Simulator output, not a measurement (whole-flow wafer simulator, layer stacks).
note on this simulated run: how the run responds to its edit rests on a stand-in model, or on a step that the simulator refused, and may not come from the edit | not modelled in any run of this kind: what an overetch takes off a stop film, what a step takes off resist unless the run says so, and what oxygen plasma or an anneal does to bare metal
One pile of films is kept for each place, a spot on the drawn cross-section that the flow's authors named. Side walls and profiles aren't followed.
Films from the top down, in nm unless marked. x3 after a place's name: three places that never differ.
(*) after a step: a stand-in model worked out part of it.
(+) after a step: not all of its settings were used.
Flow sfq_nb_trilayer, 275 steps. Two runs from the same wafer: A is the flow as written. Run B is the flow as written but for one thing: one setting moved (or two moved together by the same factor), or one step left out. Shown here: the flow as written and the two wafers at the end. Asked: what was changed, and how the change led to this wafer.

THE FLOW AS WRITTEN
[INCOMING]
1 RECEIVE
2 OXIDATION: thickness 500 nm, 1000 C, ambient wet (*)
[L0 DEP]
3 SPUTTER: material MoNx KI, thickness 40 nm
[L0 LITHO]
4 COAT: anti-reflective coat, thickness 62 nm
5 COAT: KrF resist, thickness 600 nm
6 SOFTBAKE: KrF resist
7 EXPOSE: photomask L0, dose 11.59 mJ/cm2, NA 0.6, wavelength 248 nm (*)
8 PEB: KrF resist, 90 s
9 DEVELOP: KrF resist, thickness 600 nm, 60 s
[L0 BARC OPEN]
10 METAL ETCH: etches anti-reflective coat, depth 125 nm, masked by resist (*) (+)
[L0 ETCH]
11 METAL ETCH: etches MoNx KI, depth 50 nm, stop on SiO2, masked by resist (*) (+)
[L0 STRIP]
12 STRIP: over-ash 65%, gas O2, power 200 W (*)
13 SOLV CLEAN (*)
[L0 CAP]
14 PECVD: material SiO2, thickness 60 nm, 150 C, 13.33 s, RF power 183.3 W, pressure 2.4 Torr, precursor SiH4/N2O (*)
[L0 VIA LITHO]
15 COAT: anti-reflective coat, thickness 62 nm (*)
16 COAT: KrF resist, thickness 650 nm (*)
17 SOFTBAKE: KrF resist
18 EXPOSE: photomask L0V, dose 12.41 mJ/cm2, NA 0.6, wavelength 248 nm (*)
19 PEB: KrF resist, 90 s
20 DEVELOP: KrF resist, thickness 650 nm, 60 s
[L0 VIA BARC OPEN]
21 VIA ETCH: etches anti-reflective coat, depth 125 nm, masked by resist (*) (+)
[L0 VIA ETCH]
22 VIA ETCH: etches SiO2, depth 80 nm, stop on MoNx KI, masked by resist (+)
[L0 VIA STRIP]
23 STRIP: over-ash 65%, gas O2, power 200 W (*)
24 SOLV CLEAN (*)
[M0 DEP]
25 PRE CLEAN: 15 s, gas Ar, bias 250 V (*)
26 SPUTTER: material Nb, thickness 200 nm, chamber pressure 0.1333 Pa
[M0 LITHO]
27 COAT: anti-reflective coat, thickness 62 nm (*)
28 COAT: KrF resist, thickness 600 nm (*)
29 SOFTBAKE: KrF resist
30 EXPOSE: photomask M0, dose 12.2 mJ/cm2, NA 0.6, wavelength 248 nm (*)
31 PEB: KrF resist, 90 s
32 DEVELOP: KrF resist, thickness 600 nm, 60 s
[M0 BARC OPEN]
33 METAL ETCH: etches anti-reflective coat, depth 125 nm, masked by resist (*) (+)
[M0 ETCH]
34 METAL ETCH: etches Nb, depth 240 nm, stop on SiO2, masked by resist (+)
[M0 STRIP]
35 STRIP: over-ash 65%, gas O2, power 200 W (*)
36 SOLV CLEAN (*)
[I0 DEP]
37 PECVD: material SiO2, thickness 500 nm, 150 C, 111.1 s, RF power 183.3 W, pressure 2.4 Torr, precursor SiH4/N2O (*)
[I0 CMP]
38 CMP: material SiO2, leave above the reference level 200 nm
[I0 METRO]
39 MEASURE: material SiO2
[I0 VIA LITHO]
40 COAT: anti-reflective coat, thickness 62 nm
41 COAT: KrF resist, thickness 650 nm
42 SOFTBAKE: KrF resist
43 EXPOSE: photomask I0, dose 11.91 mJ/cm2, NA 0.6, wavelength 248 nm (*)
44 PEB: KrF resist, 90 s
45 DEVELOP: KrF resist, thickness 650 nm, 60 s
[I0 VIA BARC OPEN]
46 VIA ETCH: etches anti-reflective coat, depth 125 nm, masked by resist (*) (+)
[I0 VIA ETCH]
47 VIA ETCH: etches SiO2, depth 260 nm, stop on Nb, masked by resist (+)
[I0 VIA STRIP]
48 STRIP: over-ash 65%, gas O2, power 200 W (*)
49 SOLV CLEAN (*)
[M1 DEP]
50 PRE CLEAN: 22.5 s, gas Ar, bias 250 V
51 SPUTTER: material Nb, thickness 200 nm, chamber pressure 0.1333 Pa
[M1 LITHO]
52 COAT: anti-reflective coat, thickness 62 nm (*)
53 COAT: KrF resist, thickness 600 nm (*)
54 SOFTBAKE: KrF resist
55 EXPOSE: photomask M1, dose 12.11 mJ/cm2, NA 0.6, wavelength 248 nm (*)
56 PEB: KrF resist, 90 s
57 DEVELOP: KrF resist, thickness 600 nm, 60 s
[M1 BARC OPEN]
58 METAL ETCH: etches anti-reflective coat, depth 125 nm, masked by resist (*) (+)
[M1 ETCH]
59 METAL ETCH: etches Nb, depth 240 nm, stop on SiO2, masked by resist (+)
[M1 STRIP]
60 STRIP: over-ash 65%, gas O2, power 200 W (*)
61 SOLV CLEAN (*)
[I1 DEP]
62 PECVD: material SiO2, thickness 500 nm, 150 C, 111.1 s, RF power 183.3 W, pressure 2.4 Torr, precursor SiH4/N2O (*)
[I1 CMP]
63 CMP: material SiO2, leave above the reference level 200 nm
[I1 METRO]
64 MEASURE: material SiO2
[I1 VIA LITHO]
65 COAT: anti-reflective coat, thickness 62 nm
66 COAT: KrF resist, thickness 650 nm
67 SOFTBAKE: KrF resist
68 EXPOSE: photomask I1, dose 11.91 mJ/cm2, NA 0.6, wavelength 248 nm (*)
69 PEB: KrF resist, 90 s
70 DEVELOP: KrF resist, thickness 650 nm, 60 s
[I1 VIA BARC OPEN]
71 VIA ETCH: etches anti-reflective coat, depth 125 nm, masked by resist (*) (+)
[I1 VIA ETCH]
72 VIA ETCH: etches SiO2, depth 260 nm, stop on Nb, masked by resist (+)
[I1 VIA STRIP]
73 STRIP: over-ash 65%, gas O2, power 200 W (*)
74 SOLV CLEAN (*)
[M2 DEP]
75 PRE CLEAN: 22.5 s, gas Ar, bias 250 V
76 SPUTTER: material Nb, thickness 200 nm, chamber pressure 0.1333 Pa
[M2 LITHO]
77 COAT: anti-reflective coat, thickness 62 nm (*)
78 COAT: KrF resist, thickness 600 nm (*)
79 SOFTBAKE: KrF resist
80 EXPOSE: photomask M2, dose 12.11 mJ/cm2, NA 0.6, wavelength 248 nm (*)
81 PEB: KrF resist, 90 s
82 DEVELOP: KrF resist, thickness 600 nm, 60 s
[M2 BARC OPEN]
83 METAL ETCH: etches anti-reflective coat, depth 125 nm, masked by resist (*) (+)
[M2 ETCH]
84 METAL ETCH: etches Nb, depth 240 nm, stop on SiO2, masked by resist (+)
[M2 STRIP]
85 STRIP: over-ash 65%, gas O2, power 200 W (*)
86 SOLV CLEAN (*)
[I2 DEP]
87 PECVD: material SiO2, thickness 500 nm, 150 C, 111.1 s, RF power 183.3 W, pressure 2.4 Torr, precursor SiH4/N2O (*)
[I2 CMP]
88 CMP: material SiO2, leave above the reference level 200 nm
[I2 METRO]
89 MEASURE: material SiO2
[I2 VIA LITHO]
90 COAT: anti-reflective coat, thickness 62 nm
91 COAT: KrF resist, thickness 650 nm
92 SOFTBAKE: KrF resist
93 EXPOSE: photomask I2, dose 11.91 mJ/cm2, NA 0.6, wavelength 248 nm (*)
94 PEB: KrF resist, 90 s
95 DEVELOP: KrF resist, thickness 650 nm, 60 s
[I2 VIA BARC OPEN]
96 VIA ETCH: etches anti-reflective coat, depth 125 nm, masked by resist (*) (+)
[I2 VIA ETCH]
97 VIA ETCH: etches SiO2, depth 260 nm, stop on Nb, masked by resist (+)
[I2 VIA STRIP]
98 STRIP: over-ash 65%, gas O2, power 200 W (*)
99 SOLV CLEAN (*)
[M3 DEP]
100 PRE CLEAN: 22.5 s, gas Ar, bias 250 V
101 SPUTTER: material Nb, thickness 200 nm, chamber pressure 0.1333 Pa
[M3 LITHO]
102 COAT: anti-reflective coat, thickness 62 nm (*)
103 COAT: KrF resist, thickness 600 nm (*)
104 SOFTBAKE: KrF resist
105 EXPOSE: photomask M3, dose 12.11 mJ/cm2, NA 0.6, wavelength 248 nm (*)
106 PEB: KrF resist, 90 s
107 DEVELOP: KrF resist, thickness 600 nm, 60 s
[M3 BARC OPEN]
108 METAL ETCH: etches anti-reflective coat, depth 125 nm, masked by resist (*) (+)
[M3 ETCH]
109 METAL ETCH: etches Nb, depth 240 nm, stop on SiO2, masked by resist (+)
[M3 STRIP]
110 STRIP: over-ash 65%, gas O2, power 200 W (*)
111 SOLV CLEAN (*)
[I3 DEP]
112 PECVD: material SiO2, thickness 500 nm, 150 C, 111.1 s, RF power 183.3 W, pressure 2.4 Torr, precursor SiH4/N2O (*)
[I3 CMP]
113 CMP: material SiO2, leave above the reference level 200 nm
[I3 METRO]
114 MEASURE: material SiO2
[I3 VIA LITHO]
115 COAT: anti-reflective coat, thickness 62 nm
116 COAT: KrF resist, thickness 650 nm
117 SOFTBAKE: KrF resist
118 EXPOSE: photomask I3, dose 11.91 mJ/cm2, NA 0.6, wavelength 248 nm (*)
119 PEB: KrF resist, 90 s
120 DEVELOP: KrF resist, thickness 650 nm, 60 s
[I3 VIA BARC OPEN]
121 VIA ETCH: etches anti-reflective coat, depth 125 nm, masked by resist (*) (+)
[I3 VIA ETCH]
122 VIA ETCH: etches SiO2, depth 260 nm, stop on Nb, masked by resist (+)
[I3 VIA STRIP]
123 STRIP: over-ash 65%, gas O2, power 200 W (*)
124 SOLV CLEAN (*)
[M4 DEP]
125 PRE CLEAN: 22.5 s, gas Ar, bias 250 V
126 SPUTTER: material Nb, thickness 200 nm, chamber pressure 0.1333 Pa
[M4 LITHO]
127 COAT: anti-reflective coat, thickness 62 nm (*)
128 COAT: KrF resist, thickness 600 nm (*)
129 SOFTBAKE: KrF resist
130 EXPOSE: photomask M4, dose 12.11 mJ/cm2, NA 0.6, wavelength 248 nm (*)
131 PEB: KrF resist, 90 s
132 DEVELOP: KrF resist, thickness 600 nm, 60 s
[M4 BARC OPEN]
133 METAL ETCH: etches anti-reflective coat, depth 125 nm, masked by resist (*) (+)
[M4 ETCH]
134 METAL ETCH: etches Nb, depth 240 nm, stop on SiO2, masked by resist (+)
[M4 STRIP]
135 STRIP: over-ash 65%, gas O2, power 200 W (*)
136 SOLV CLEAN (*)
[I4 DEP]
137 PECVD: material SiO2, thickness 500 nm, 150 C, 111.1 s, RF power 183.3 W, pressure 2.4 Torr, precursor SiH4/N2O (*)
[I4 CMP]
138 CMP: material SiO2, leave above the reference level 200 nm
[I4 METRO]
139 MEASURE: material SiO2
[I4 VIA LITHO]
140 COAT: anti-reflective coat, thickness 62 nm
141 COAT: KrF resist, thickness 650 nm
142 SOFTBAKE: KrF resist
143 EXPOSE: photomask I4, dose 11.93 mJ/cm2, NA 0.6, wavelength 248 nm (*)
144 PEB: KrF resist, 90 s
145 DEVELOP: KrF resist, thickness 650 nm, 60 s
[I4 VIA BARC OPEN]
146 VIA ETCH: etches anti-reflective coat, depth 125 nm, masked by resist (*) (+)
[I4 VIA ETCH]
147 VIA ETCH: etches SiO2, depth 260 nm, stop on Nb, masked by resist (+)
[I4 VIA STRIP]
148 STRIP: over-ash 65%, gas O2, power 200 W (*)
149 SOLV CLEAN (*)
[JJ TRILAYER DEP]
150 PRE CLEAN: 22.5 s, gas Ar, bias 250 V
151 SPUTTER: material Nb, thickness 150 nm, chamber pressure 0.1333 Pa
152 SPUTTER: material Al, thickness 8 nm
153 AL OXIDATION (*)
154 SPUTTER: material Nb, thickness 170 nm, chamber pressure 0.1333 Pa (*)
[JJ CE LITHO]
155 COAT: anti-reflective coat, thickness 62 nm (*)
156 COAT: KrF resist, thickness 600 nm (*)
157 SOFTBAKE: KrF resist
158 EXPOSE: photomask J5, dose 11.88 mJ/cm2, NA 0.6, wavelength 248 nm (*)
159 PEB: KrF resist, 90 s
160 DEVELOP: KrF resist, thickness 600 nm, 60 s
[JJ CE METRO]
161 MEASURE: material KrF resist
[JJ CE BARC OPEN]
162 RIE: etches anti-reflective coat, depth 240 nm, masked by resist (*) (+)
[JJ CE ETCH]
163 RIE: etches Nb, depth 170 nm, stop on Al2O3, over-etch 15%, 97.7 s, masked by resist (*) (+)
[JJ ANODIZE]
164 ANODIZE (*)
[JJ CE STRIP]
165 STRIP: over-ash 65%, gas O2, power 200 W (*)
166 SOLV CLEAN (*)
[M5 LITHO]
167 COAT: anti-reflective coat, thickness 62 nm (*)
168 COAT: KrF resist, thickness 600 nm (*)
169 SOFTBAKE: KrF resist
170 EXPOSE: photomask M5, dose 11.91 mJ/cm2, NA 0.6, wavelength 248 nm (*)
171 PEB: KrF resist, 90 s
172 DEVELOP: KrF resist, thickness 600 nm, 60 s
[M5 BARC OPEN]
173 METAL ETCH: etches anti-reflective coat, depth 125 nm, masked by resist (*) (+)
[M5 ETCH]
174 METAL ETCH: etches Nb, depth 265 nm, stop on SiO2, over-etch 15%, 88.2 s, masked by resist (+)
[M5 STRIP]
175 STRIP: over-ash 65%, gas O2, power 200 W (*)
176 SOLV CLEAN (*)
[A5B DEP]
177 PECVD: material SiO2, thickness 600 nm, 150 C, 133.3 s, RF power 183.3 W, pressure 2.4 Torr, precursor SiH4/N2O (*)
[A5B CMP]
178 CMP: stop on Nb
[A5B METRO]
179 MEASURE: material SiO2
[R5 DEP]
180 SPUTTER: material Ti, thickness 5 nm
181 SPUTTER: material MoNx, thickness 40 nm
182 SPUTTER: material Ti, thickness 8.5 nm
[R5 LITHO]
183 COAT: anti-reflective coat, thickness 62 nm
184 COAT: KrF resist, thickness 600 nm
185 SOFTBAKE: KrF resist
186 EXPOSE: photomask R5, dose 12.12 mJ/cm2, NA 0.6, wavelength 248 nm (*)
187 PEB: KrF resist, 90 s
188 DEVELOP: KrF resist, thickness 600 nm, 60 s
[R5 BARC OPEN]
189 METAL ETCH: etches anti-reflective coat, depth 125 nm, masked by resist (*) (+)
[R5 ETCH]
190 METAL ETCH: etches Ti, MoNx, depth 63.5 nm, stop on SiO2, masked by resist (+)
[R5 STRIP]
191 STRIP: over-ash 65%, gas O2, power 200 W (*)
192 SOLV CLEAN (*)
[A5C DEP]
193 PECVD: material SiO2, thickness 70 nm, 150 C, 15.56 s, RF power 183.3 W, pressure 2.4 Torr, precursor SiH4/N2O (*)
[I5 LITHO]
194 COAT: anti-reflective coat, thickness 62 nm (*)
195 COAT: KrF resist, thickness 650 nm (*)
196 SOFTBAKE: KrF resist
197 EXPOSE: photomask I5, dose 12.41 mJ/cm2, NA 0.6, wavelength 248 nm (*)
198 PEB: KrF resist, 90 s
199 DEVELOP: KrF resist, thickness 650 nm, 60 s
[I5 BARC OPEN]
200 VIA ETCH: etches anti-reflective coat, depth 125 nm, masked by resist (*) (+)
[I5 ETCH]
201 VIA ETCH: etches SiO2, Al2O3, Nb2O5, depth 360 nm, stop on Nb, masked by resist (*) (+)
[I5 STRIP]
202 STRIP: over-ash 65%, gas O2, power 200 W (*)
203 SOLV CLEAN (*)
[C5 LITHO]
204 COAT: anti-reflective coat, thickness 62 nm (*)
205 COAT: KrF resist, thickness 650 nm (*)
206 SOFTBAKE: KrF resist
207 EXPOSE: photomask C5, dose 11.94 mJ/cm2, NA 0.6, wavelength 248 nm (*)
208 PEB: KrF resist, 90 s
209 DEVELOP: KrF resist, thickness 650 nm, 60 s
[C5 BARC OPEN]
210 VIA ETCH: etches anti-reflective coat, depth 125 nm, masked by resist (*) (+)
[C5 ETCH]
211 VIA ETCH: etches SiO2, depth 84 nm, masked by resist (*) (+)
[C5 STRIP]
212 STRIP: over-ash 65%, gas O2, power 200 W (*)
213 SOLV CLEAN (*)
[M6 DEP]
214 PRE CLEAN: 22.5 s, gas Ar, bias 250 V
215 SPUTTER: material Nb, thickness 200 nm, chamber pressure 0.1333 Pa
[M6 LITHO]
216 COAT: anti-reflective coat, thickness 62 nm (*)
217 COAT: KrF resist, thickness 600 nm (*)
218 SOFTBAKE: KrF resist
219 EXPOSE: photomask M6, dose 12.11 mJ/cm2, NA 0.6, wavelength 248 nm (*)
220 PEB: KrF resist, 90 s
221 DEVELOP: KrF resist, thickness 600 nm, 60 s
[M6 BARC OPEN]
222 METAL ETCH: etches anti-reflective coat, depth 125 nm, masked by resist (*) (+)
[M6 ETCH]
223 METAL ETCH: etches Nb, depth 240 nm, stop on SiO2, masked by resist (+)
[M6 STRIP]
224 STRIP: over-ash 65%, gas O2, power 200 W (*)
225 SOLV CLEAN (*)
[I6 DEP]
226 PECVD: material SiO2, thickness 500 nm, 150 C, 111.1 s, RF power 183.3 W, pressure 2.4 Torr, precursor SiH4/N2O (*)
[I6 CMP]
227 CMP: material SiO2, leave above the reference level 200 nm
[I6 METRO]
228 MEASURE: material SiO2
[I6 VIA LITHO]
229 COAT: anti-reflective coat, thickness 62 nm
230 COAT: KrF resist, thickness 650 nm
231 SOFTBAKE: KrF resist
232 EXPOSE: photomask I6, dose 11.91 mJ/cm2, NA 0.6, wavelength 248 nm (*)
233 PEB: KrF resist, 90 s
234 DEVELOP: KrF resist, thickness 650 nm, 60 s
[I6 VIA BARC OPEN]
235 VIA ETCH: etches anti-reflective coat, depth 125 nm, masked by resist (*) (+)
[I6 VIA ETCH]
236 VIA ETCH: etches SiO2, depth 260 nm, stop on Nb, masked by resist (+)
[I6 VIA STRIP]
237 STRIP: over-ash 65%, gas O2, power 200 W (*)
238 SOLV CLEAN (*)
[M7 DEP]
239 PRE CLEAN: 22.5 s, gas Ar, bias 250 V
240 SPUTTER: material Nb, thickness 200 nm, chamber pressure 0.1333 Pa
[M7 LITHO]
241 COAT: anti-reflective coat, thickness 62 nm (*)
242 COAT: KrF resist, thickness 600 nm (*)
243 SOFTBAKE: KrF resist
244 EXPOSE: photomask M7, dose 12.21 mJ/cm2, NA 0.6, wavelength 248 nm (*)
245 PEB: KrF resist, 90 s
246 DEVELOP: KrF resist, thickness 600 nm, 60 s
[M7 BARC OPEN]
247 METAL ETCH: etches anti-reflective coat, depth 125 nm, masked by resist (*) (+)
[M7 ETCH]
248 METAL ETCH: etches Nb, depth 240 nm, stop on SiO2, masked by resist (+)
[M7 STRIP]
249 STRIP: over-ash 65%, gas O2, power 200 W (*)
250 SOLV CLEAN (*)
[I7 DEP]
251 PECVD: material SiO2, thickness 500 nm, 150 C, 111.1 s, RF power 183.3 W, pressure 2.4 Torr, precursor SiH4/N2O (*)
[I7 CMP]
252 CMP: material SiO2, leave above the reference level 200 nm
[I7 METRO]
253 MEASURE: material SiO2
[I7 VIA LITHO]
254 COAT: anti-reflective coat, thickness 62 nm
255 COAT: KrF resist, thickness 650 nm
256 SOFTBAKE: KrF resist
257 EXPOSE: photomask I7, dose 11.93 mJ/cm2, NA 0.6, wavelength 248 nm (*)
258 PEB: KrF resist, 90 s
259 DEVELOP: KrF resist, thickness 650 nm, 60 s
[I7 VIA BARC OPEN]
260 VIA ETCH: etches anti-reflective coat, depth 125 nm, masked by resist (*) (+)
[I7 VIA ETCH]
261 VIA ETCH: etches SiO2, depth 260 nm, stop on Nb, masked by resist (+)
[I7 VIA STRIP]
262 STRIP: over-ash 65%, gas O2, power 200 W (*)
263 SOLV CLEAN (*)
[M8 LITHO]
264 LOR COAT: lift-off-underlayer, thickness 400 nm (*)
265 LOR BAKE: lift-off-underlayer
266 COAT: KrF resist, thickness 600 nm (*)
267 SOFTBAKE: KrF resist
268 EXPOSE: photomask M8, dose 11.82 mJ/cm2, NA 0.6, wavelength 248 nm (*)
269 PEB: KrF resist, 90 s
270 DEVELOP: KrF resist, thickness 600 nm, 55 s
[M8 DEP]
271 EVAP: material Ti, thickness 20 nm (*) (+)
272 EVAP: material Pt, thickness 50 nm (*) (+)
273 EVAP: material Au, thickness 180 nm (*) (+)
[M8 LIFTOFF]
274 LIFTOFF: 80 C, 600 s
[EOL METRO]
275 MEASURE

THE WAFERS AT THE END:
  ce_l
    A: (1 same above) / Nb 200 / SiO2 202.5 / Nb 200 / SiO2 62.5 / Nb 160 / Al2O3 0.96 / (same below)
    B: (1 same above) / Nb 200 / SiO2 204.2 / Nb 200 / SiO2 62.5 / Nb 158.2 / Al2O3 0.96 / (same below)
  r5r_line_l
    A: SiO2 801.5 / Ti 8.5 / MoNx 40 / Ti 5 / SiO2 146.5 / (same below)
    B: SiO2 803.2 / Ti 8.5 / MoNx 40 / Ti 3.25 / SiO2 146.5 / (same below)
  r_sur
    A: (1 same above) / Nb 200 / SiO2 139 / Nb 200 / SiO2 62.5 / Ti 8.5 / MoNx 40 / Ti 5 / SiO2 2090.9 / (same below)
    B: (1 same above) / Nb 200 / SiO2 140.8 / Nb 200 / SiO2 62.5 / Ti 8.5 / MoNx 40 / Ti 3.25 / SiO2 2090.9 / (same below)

The cause: step 180, SPUTTER: thickness 3.25 nm was run, where the flow has thickness 5 nm.
It can be read off the wafer: r5r_line_l has Ti 3.25, and step 180 as written asks for 5 nm.

How the change led to this, step by step:
  180 SPUTTER: material Ti, thickness 5 nm
      field_l, v_sur, via_wl and 103 more: A Ti +5 (new film) | B Ti +3.25 (new film)
  190 METAL ETCH: etches Ti, MoNx, depth 63.5 nm, stop on SiO2, masked by resist (+)
      field_l, v_sur, via_wl and 92 more: A Ti -8.5 (all of it), MoNx -40 (all of it), Ti -5 (all of it) | B Ti -8.5 (all of it), MoNx -40 (all of it), Ti -3.25 (all of it)
      ce_l, c5j, ce_r, wl_jj: A Ti -8.5 (all of it), MoNx -40 (all of it), Ti -5 (all of it), Nb -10 | B Ti -8.5 (all of it), MoNx -40 (all of it), Ti -3.25 (all of it), Nb -11.8
